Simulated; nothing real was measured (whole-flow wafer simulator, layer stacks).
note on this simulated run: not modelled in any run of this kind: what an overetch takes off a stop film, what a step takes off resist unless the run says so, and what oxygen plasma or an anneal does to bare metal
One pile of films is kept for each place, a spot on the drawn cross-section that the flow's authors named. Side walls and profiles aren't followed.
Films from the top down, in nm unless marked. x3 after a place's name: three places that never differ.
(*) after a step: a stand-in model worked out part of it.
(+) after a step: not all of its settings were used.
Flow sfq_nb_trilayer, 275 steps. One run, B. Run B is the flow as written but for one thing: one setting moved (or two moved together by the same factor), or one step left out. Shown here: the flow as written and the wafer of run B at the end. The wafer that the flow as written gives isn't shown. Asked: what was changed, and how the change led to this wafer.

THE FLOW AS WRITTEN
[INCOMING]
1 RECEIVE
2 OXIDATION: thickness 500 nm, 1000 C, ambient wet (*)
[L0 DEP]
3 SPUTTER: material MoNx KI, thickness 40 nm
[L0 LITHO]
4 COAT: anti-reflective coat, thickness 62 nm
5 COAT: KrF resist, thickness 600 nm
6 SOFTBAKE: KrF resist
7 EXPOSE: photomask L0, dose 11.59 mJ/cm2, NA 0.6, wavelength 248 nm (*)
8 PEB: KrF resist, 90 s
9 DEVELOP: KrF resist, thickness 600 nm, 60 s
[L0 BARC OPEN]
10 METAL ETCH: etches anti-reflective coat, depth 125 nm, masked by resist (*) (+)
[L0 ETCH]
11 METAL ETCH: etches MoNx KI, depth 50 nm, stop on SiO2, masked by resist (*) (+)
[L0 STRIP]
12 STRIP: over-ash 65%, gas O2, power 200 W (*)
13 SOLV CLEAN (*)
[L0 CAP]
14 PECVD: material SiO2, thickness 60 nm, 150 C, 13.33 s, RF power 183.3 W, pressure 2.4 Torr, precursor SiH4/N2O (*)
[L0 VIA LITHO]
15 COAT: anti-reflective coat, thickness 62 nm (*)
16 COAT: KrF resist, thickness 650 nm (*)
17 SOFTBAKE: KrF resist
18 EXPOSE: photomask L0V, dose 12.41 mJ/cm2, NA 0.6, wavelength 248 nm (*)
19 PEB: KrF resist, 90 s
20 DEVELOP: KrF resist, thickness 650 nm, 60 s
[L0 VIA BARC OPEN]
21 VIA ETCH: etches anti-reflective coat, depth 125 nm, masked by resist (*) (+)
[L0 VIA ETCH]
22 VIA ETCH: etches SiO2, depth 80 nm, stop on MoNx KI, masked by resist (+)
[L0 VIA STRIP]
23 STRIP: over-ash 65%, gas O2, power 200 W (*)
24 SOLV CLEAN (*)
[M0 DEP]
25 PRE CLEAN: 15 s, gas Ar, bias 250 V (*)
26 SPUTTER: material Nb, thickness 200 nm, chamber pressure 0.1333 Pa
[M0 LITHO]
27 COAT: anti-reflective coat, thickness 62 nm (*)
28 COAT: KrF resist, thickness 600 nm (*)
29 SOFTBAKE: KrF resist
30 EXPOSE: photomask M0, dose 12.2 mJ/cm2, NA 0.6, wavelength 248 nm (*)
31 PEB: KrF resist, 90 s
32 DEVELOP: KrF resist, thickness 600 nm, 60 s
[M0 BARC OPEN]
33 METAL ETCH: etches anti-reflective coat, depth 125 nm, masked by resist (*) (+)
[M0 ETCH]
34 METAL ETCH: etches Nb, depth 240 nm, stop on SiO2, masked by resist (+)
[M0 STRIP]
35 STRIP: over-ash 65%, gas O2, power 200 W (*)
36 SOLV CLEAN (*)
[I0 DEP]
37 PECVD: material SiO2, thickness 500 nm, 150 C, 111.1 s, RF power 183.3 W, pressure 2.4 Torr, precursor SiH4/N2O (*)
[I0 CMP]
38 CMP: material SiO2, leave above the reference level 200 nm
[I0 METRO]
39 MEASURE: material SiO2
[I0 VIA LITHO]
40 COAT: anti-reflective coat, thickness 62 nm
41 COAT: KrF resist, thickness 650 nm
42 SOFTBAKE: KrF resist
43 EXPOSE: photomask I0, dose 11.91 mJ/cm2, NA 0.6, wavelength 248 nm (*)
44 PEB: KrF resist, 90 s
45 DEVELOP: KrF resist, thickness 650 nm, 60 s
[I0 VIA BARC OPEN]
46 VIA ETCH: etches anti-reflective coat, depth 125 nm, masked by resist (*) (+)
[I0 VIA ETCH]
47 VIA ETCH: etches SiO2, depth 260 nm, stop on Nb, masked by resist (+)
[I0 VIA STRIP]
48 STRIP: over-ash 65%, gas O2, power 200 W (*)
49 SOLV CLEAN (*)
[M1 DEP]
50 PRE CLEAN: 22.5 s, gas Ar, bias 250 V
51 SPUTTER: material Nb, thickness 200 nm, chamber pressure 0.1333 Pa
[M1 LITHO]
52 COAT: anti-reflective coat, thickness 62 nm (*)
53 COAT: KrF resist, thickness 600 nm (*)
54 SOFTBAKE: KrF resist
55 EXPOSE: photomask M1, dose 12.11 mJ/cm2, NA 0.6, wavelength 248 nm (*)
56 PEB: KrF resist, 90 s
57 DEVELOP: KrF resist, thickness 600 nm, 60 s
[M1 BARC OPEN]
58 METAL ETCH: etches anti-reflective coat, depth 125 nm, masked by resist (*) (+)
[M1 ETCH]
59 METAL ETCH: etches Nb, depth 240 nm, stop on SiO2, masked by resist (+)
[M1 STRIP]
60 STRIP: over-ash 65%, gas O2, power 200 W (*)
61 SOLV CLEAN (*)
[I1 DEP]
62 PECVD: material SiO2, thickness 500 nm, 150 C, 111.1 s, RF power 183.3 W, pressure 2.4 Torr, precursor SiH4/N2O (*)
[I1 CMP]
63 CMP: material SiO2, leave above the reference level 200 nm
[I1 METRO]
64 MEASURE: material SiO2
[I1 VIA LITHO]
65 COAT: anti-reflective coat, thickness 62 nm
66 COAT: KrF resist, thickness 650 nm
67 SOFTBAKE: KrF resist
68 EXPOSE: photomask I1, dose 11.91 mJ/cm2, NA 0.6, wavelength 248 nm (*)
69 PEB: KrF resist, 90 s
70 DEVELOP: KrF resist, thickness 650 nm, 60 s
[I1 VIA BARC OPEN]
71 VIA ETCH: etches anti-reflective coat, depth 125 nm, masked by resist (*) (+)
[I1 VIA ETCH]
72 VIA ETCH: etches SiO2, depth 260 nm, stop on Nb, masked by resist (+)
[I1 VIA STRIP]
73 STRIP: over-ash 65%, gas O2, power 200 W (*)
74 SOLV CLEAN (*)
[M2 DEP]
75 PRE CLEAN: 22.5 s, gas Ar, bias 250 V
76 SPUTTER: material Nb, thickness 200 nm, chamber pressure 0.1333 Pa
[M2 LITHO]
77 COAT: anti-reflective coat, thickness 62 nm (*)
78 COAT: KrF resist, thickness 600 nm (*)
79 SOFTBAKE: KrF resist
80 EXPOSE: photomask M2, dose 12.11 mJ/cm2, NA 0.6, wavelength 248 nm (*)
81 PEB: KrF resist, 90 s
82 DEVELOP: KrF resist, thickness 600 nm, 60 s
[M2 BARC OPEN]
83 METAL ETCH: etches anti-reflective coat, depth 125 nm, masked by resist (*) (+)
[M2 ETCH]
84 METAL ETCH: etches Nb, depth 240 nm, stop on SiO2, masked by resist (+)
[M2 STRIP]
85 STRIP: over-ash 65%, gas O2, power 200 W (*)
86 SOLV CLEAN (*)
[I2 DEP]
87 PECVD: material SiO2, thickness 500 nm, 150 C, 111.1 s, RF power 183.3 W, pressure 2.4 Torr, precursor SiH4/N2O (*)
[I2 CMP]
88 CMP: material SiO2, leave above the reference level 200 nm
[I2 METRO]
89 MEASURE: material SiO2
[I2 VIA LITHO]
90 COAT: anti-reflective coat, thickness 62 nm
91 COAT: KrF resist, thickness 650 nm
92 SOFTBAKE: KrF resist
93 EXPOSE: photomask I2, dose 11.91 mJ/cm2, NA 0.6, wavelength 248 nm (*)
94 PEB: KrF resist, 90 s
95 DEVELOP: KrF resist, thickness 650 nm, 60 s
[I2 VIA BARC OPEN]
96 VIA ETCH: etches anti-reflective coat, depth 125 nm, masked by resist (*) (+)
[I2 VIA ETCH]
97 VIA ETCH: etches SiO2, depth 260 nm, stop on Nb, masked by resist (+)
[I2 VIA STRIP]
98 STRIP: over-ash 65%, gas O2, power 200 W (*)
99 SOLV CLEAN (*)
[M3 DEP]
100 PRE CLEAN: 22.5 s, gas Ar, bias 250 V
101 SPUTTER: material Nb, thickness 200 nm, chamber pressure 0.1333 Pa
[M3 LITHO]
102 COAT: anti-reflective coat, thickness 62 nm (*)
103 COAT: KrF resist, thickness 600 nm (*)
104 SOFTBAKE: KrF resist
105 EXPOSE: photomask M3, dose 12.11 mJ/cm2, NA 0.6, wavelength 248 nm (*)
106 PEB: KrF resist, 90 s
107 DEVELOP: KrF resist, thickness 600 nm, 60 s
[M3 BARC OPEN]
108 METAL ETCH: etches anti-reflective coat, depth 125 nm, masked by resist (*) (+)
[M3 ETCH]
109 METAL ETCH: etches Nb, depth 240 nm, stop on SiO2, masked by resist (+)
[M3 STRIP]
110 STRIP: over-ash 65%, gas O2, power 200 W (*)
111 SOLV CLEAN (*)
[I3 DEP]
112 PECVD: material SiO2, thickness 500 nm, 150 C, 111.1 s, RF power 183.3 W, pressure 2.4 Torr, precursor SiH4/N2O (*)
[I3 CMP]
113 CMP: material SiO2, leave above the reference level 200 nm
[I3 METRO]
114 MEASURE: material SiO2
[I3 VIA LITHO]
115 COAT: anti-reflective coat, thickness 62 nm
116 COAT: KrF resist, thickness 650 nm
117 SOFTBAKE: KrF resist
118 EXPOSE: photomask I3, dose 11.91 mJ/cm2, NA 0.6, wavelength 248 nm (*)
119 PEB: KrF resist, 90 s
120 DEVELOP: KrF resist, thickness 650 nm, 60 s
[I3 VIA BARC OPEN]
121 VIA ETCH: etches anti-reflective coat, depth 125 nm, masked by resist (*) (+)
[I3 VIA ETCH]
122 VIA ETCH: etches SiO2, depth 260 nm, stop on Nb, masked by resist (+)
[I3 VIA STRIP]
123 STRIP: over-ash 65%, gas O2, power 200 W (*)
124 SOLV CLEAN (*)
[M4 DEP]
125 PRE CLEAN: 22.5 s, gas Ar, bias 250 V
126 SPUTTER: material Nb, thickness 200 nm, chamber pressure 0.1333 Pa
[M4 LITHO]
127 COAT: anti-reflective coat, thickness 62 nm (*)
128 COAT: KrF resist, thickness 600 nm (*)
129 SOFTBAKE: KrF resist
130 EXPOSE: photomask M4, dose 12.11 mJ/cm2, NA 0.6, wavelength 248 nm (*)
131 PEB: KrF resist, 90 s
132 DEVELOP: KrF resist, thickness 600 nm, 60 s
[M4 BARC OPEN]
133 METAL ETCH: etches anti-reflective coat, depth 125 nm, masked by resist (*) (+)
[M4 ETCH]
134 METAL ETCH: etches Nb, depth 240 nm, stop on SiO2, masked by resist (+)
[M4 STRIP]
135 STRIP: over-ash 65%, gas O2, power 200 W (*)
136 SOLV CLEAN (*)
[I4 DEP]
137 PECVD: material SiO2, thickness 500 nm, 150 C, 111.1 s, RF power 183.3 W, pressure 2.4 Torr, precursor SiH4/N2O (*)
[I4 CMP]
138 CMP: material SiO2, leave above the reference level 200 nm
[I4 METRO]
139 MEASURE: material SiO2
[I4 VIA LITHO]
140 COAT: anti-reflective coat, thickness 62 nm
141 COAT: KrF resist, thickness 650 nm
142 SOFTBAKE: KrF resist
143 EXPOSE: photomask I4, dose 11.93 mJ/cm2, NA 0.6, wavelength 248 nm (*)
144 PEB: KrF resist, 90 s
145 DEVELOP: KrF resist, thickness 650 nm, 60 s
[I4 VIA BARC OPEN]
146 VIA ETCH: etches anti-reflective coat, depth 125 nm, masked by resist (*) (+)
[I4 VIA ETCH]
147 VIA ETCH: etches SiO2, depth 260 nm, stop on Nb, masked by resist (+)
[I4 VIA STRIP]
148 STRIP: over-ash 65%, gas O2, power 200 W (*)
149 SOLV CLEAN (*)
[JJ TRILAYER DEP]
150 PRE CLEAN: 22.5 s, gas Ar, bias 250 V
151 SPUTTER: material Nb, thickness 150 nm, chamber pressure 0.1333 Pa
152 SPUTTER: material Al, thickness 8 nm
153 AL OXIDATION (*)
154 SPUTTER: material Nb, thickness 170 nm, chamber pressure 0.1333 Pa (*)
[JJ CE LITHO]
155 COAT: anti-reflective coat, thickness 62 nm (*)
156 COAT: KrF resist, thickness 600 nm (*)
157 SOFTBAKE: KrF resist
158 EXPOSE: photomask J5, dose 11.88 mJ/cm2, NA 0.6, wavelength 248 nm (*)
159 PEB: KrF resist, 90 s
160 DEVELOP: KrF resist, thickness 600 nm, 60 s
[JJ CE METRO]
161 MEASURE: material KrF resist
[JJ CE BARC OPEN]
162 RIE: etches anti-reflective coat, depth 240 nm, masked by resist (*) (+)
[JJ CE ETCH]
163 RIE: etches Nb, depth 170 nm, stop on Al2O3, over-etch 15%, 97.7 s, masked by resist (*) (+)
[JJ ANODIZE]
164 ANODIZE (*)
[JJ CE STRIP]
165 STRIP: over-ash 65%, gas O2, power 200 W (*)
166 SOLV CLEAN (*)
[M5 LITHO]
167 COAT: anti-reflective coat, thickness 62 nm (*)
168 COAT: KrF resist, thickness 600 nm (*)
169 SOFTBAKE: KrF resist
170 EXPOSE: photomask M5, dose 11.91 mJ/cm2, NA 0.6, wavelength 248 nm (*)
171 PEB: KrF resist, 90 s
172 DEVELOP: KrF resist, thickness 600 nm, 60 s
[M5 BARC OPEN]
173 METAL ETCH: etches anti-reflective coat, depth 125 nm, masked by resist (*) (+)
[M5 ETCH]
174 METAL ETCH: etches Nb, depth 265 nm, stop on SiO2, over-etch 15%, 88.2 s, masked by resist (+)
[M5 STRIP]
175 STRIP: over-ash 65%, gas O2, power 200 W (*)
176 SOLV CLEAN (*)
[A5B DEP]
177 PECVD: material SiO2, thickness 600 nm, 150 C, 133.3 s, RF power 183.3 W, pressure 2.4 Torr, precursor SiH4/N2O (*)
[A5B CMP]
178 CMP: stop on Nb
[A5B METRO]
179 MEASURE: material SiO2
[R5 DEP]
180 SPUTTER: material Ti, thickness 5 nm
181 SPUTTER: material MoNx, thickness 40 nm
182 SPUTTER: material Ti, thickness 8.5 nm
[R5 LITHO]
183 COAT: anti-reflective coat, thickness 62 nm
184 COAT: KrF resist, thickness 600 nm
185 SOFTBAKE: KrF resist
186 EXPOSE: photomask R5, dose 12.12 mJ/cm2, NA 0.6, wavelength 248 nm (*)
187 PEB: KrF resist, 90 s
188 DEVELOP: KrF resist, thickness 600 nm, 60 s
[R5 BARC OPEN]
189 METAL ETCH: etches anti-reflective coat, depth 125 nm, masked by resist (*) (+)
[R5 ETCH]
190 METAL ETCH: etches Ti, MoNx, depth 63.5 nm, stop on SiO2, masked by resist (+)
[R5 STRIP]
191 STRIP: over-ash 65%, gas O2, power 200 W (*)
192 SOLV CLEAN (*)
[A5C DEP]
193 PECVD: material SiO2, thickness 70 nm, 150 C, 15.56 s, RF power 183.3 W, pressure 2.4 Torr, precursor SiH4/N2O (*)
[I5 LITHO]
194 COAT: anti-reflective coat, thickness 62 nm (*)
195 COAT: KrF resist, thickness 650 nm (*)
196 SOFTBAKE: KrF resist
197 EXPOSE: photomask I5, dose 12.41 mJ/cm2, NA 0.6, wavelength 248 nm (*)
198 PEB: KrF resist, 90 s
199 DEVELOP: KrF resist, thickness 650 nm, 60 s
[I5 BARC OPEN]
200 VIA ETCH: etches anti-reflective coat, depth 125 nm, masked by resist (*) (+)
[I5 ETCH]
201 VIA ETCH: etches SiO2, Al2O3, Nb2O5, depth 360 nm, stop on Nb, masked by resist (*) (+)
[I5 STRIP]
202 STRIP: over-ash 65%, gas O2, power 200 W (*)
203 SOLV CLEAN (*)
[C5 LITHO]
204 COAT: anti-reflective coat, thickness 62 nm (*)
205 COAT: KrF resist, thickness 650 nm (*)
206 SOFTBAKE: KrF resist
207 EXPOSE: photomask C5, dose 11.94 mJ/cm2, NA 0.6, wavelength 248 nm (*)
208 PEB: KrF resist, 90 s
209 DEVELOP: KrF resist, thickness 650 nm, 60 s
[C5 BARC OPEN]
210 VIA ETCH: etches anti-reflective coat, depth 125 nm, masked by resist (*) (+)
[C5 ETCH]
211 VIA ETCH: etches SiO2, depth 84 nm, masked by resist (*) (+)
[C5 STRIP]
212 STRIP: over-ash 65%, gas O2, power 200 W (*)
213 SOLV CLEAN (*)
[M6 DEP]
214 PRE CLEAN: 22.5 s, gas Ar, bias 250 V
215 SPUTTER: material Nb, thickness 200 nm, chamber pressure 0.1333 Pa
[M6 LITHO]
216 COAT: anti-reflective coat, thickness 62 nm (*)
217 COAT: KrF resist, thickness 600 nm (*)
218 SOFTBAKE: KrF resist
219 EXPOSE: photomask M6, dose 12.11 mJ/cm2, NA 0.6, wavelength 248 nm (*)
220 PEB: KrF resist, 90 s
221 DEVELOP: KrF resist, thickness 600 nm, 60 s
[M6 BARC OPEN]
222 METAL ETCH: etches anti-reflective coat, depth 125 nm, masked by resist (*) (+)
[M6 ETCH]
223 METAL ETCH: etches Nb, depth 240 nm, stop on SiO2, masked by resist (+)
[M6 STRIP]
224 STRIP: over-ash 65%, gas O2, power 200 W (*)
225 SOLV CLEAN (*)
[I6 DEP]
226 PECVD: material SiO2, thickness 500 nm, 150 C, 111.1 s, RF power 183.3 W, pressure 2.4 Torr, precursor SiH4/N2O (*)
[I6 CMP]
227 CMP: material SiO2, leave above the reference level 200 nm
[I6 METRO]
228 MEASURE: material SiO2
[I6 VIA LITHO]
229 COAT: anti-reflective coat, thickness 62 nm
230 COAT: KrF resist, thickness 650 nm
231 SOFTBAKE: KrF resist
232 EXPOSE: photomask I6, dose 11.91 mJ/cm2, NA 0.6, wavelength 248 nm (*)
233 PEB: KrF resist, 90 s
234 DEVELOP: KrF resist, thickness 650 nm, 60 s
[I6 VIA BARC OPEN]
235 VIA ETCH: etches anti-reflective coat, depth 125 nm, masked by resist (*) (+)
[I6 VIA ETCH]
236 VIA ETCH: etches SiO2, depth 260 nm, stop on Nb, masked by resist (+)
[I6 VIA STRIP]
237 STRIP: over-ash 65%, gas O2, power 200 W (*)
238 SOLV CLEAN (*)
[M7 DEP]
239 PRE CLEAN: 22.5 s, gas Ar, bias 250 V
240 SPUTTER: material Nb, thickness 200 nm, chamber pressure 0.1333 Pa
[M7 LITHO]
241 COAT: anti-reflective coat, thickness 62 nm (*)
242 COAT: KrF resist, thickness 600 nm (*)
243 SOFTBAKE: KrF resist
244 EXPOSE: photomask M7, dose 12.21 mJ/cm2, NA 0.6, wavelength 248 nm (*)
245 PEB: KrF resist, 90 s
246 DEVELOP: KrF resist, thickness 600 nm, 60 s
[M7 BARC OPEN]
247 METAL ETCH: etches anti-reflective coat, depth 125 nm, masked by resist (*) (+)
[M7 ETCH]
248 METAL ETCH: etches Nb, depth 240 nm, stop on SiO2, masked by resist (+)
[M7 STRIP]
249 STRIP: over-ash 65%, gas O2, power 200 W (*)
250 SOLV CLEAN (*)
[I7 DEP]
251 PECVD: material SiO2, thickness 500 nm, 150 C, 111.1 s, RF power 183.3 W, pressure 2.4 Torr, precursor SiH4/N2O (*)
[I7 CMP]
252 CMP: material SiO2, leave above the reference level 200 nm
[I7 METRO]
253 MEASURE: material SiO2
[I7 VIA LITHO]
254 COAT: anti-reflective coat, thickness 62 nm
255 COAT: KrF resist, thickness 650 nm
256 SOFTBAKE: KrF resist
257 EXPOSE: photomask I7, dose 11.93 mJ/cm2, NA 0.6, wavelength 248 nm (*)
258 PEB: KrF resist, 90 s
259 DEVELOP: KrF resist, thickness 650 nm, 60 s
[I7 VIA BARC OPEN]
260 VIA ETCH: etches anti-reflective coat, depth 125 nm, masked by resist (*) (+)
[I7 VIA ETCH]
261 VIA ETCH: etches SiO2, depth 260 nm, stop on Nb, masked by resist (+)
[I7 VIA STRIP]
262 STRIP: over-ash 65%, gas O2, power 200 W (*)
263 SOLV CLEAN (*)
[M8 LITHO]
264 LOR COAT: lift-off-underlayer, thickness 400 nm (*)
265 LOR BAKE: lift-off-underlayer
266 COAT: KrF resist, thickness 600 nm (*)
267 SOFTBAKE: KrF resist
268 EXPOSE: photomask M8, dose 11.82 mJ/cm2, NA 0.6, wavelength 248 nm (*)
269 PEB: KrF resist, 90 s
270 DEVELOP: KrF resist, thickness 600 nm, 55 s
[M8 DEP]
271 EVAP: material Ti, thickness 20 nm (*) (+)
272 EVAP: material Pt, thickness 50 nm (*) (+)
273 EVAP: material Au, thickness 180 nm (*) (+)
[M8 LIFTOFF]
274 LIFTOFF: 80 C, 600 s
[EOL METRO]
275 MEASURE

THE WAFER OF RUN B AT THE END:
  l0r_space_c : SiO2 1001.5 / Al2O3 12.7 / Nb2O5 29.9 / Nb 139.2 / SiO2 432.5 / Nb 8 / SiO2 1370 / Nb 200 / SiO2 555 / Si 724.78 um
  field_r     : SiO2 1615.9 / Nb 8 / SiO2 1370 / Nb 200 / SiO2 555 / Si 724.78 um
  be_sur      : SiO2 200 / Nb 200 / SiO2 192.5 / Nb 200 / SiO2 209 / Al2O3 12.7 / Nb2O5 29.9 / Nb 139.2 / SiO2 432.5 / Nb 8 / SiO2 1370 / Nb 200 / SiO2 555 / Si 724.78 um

The cause: step 126, SPUTTER: thickness 248 nm was run, where the flow has thickness 200 nm.

How the change led to this, step by step:
  126 SPUTTER: material Nb, thickness 200 nm, chamber pressure 0.1333 Pa
      field_l, v_sur, via_wl and 102 more: Nb +248 (new film) (as written it would be: Nb +200 (new film))
      via_v: Nb +205.8 (as written it would be: Nb +165.5)
  134 METAL ETCH: etches Nb, depth 240 nm, stop on SiO2, masked by resist (+)
      field_l, be, be_sur and 64 more: Nb -240 (as written it would be: Nb -200 (all of it))
  137 PECVD: material SiO2, thickness 500 nm, 150 C, 111.1 s, RF power 183.3 W, pressure 2.4 Torr, precursor SiH4/N2O (*)
      field_l, be, be_sur and 55 more: SiO2 +500 (new film) (as written it would be: SiO2 +500)
      p3_s0 x6: SiO2 +597.1 (new film) (as written it would be: SiO2 +557.1)
      (and at 4 more places)
  138 CMP: material SiO2, leave above the reference level 200 nm
      field_l, be, be_sur and 55 more: SiO2 -60 (as written it would be: SiO2 -100)
      lsp_r, l0_sur, l0v: SiO2 -50.3 (as written it would be: SiO2 -91.9)
      (and at 1 more place)
Counting metal films that touch as one body, l0r_space_c has 3 bodies (between them, from the top down: SiO2 432.5; SiO2 1370); the flow as written gives 2 bodies (between them, from the top down: SiO2 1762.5).
Counting metal films that touch as one body, field_r has 2 bodies (between them, from the top down: SiO2 1370); the flow as written gives 1 body.
Counting metal films that touch as one body, be_sur has 5 bodies (between them, from the top down: SiO2 192.5; SiO2 209 / Al2O3 12.7 / Nb2O5 29.9; SiO2 432.5; SiO2 1370); the flow as written gives 4 bodies (between them, from the top down: SiO2 192.5; SiO2 209 / Al2O3 12.7 / Nb2O5 29.9; SiO2 1762.5).
